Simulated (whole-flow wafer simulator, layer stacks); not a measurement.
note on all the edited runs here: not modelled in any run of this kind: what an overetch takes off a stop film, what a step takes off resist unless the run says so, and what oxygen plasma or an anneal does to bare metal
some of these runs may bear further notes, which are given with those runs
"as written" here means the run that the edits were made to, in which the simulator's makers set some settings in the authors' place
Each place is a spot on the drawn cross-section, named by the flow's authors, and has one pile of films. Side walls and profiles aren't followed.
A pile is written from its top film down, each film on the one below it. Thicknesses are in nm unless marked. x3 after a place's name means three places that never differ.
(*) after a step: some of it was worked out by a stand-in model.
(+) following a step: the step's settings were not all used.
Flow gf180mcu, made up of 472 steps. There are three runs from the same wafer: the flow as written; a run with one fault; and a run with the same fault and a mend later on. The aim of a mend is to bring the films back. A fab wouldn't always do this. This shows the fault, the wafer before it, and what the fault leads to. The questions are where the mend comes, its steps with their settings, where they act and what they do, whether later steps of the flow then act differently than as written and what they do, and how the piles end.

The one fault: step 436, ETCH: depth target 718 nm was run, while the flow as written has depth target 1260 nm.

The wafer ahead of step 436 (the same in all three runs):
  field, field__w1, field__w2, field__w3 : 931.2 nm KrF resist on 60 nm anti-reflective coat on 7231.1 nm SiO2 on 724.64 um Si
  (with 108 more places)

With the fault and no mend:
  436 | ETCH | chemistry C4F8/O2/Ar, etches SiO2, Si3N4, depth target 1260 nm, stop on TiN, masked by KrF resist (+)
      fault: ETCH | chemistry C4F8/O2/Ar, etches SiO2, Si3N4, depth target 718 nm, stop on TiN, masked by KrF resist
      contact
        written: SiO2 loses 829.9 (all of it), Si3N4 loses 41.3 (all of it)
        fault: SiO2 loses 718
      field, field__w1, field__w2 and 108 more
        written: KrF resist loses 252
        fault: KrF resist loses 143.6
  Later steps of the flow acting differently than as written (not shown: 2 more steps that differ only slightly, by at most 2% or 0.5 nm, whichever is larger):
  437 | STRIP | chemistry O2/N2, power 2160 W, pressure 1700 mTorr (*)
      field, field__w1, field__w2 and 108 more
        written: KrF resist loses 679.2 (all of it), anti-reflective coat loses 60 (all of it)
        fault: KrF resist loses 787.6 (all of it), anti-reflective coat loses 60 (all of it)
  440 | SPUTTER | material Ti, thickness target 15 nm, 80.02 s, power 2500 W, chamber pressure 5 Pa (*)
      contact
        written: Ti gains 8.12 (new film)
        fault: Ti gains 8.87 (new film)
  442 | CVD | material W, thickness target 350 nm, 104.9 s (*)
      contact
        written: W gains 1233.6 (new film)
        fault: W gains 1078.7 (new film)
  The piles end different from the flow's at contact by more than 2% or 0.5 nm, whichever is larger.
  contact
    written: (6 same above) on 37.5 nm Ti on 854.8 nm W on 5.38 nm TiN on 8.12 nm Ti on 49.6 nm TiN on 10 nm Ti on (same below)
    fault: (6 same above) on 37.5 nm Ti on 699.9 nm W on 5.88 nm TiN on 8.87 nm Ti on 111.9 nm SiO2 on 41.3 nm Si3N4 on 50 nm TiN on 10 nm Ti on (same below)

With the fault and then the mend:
  After step 436 comes the mend.
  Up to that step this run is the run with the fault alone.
  436a | ETCH | chemistry C4F8/O2/Ar, etches SiO2, Si3N4, depth target 542 nm, stop on TiN, masked by KrF resist (+) (a further turn of the flow's step 436, with different settings)
      field, field__w1, field__w2 and 108 more
        KrF resist loses 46
      contact
        SiO2 loses 111.9 (all of it), Si3N4 loses 41.3 (all of it)
  Later steps of the flow acting differently than as written:
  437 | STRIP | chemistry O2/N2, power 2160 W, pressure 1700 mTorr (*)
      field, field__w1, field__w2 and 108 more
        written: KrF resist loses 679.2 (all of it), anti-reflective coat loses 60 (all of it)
        mend: KrF resist loses 741.6 (all of it), anti-reflective coat loses 60 (all of it)
  By the end, the piles equal the flow's at every place that both follow.
